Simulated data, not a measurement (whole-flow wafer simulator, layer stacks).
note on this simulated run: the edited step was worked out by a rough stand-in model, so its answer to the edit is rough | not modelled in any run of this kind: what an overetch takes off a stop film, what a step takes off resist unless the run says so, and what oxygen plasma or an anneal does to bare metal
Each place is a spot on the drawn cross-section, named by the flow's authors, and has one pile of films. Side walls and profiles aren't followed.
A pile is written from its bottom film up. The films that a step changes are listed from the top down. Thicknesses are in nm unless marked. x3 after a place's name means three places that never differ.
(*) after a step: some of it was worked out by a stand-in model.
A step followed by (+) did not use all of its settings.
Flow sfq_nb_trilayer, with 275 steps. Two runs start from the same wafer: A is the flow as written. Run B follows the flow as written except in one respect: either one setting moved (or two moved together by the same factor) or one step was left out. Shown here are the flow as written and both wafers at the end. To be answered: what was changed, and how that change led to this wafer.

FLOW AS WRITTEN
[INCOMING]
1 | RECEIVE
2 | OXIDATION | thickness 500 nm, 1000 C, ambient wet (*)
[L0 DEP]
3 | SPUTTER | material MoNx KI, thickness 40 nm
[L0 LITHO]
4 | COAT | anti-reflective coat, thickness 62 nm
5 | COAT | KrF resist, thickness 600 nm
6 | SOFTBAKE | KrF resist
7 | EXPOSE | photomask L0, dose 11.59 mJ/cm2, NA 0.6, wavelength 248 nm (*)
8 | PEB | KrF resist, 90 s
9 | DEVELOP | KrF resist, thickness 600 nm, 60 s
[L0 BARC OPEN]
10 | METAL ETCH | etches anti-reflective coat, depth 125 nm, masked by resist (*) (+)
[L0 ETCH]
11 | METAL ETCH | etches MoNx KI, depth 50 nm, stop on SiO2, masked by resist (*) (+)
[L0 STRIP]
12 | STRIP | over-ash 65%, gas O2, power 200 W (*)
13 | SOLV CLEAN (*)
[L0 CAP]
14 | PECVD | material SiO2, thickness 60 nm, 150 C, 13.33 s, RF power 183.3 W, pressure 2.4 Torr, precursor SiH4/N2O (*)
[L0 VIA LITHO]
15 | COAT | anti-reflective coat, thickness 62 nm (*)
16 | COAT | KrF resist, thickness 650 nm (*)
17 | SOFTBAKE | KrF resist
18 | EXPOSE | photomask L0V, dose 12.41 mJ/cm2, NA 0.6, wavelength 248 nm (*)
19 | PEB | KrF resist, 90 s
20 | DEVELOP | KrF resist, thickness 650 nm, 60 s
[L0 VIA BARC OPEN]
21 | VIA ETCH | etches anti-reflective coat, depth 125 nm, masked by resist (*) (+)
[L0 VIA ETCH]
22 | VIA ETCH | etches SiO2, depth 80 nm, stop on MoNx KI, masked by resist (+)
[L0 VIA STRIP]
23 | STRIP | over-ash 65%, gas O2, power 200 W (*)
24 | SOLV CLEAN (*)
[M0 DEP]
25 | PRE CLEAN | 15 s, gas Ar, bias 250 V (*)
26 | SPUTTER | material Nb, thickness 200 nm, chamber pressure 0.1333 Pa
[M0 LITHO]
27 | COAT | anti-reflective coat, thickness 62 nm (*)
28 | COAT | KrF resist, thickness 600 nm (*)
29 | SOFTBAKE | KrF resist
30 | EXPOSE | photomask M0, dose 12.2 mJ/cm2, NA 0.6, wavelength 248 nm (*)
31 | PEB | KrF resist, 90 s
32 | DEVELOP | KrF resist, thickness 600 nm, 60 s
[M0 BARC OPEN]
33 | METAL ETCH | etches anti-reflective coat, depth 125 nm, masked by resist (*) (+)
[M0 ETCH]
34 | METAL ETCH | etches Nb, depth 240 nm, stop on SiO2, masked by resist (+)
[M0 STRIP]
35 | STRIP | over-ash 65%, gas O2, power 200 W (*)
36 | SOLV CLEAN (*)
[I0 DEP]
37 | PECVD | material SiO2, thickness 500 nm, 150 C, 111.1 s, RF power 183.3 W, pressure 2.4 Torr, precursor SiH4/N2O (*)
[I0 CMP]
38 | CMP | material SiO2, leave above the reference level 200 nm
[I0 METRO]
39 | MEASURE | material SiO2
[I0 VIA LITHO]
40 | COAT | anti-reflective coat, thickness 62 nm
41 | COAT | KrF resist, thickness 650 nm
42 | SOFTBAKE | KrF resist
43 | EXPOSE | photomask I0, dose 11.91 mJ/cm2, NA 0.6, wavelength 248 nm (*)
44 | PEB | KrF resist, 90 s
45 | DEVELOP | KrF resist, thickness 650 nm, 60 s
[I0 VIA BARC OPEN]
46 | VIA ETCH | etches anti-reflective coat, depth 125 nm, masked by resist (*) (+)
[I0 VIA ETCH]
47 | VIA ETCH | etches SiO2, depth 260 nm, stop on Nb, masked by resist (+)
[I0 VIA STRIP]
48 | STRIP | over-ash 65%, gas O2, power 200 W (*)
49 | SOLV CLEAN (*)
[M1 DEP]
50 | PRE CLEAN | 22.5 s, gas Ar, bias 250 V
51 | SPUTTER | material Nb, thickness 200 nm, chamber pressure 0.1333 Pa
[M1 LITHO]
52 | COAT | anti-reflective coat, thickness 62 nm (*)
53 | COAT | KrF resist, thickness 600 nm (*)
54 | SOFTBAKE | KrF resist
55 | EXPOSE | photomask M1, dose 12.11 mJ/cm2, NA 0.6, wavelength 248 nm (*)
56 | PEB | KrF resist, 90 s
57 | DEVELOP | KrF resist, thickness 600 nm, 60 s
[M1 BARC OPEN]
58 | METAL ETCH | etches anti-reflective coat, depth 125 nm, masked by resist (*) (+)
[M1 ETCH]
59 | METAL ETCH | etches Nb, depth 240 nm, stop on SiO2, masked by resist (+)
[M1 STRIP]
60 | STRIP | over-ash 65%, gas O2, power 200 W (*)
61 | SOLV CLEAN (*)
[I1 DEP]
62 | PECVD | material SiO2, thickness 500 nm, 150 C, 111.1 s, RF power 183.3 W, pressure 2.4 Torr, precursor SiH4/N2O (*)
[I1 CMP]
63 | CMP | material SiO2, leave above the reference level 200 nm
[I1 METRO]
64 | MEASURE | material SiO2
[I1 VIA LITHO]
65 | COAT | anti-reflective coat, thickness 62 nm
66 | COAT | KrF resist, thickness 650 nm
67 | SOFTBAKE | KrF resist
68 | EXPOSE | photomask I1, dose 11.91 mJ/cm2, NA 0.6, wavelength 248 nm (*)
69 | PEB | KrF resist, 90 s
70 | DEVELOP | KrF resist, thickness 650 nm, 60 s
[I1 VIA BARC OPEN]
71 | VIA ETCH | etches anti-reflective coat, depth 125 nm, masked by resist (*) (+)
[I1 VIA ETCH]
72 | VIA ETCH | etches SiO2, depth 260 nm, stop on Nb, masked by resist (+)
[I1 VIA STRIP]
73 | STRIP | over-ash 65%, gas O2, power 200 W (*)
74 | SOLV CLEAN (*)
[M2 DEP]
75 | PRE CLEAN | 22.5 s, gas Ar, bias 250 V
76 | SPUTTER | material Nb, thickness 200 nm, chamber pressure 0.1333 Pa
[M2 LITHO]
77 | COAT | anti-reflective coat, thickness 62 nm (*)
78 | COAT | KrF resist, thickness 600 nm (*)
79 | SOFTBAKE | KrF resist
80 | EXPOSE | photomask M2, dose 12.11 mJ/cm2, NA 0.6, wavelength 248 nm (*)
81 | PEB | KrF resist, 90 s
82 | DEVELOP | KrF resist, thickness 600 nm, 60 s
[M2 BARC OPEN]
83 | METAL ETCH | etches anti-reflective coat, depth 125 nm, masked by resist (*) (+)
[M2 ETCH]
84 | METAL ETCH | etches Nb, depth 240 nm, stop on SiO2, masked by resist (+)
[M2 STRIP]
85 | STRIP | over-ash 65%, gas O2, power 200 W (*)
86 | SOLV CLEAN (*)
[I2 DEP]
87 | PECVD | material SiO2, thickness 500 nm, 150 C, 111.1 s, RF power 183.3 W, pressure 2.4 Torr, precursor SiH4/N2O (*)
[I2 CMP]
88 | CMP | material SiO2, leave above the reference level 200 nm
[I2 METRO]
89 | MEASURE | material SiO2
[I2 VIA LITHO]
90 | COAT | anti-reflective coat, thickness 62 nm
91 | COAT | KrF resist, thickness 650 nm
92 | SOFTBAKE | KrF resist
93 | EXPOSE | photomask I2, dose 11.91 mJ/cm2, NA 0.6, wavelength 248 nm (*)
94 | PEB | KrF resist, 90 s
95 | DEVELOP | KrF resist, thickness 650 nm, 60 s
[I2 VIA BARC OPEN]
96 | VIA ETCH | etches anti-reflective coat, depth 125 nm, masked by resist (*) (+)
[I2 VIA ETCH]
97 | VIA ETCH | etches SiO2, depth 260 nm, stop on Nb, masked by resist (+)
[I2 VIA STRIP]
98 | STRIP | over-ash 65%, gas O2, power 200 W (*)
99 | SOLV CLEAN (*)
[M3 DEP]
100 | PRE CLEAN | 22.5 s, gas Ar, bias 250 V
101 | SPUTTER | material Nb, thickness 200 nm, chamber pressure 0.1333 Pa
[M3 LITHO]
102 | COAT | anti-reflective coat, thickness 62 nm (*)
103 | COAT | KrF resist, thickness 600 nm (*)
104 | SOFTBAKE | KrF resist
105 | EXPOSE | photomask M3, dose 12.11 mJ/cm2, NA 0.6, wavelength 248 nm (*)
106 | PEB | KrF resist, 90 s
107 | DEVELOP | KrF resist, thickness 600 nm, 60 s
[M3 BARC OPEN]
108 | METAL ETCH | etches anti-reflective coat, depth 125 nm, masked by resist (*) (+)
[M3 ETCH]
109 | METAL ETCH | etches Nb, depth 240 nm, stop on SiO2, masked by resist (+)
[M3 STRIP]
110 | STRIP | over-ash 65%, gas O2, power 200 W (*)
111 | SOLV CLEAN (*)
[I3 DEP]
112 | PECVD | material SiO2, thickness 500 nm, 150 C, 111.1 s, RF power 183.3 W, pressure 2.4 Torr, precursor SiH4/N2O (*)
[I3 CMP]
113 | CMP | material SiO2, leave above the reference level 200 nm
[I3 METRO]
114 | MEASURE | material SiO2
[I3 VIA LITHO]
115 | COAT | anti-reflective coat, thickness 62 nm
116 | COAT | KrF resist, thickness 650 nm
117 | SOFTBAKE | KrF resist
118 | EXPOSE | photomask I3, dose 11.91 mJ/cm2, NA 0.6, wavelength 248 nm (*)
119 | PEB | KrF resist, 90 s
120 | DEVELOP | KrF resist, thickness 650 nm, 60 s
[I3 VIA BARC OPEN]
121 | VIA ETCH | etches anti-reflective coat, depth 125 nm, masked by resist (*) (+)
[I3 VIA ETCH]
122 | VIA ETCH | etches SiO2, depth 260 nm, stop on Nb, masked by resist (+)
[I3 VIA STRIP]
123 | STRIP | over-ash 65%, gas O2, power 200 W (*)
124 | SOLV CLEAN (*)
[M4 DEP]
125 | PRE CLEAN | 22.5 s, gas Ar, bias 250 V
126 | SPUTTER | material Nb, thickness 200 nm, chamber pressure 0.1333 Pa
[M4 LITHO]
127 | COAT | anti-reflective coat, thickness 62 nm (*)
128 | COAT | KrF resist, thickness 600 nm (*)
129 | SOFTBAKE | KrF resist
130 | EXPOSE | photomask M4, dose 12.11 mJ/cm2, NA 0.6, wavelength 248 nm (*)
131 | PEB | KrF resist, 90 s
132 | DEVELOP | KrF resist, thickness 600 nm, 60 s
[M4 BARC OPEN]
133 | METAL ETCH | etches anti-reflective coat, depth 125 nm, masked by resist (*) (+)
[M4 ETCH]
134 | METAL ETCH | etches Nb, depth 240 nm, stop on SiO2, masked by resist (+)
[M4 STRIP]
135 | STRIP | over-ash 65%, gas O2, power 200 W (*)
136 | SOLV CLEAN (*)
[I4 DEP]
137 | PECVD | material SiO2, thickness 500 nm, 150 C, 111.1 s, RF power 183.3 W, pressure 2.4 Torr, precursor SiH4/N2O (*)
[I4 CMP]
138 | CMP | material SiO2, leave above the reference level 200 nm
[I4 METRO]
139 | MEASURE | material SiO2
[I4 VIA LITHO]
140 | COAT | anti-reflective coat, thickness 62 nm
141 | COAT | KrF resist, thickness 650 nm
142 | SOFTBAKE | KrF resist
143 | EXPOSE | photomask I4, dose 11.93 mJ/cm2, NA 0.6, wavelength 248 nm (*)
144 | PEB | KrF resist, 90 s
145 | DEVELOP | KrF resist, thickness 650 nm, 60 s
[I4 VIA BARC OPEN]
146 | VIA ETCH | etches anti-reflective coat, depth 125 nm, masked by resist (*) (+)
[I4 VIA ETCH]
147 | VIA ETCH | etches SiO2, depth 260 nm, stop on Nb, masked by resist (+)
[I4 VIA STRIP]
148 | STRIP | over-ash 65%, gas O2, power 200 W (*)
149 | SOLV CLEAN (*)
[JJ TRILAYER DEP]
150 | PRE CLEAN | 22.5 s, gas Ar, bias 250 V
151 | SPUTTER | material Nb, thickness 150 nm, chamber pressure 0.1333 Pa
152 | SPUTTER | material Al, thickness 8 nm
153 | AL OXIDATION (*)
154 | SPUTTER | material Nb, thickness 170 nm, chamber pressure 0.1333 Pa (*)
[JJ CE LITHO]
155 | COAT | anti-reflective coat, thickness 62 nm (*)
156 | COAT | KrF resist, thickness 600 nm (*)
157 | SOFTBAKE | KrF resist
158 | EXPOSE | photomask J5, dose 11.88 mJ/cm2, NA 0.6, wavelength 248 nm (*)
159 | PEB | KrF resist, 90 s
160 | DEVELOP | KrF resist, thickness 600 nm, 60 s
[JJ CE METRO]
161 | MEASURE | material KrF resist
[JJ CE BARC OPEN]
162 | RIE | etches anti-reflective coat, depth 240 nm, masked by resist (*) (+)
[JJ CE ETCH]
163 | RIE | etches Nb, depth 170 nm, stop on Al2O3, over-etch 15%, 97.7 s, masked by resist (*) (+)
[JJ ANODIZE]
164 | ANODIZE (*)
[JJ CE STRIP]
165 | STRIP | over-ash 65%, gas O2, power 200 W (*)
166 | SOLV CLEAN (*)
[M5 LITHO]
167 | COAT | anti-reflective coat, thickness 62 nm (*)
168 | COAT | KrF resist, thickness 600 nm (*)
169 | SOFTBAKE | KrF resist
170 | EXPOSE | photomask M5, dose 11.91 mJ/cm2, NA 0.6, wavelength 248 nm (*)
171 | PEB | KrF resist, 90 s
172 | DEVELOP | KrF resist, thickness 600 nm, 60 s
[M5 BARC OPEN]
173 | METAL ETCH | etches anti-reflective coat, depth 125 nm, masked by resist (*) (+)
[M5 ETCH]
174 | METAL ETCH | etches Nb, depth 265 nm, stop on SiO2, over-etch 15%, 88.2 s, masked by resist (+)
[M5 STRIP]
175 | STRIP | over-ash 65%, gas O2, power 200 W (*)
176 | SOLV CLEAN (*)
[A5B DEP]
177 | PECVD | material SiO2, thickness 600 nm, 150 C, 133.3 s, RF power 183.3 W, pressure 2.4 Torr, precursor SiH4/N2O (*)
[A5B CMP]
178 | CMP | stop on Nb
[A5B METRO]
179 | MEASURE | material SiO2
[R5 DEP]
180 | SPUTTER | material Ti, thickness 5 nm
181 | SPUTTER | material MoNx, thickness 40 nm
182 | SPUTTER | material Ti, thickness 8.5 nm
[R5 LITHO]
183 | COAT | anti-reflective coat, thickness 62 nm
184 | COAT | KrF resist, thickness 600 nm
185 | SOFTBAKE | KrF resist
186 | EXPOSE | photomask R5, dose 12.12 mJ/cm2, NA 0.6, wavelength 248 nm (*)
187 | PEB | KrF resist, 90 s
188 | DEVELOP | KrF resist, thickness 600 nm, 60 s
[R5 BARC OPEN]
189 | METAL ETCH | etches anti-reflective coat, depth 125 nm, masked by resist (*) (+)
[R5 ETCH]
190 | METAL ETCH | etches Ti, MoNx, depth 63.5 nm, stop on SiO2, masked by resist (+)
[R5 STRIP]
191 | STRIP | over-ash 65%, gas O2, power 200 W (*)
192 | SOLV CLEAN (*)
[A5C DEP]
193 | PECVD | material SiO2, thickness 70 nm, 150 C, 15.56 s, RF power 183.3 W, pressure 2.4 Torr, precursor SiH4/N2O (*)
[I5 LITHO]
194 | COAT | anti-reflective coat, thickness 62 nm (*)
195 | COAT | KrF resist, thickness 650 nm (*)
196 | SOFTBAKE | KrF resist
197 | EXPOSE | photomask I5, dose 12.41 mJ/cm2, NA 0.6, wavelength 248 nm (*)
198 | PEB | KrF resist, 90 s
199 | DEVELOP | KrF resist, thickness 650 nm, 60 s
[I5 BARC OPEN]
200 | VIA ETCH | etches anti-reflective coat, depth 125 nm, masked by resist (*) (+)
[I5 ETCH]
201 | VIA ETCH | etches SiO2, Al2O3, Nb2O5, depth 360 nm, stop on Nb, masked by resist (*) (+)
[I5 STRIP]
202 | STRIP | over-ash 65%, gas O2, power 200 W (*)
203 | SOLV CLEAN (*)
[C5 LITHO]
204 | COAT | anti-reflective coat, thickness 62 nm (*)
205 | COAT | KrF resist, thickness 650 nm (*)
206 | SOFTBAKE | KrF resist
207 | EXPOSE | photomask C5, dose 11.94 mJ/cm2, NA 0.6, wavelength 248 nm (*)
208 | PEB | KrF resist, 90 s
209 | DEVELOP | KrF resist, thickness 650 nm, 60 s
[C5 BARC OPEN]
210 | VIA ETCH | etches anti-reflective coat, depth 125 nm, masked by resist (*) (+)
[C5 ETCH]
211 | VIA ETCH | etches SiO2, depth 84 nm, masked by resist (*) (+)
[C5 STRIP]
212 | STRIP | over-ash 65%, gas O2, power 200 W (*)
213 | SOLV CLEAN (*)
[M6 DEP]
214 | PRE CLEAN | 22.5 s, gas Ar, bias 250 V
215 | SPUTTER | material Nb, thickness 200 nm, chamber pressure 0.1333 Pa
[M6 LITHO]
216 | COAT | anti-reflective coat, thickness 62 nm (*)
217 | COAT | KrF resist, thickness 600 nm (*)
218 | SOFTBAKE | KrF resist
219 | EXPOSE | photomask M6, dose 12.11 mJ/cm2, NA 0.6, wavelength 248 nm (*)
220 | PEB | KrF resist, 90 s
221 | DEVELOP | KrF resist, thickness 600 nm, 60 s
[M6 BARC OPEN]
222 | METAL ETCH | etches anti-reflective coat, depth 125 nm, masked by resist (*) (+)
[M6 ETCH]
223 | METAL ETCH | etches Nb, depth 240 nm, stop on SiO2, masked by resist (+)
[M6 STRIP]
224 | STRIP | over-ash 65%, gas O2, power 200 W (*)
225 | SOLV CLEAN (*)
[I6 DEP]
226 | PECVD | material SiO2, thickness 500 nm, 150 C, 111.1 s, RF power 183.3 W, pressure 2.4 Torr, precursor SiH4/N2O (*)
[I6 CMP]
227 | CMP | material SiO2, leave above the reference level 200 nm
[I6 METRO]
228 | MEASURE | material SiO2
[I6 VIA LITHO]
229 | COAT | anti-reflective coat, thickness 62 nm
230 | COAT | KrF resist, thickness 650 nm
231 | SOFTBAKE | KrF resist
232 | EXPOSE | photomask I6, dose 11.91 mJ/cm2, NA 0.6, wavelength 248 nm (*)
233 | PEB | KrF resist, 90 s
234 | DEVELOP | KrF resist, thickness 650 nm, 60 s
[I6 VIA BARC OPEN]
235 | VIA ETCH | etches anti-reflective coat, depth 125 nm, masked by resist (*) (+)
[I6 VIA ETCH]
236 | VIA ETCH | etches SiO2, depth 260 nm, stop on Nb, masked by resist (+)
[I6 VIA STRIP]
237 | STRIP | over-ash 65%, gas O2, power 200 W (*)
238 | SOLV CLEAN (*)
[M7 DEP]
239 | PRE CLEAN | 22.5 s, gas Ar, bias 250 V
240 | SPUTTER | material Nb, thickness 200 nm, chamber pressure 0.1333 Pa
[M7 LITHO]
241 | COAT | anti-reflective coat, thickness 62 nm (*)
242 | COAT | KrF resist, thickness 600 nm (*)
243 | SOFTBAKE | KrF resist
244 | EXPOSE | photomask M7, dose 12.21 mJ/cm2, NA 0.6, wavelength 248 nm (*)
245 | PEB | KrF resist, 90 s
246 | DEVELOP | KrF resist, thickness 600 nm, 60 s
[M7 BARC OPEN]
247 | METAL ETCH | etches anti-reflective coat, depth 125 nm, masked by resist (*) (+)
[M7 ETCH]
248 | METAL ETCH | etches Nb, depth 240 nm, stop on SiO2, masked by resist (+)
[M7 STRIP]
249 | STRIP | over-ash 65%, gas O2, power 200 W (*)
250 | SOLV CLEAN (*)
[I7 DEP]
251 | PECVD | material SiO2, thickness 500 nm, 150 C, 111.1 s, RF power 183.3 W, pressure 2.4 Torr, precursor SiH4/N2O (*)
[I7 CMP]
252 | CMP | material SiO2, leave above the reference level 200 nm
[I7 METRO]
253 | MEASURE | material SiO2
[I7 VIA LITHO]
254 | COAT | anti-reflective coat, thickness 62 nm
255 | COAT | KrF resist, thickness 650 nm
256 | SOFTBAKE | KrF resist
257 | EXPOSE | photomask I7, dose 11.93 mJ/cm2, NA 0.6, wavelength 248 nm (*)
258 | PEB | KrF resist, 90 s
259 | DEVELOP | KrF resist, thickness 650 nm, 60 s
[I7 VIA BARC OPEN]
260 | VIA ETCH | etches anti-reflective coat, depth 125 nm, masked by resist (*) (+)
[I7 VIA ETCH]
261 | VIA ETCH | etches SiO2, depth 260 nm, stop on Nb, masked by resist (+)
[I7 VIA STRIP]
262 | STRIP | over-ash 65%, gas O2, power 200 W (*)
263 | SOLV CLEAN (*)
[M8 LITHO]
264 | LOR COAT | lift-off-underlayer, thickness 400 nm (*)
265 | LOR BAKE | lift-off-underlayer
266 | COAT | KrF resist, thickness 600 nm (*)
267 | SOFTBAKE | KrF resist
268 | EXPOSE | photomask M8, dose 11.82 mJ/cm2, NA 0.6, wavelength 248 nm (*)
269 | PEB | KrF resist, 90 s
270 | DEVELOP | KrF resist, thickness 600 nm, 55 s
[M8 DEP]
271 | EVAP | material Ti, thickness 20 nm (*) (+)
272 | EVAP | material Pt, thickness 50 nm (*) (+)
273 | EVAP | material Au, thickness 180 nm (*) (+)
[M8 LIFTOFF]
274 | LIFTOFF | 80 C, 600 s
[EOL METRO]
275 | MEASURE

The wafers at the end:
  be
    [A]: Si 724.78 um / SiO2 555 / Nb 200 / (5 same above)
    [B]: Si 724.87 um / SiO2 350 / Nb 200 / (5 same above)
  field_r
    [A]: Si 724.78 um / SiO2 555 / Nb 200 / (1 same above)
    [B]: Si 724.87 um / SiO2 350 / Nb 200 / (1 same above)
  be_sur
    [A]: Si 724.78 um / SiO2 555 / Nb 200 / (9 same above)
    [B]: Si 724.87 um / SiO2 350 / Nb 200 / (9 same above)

The reason: step 2, OXIDATION: thickness 295 nm was run, while the flow as written has thickness 500 nm.

How this came from the change, step by step:
  2 | OXIDATION | thickness 500 nm, 1000 C, ambient wet (*)
      field_l, v_sur, via_wl and 103 more: A SiO2 gains 500 (new film), chemical SiO2 loses 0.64 (all of it), Si loses 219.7 | B SiO2 gains 295 (new film), chemical SiO2 loses 0.64 (all of it), Si loses 129.5
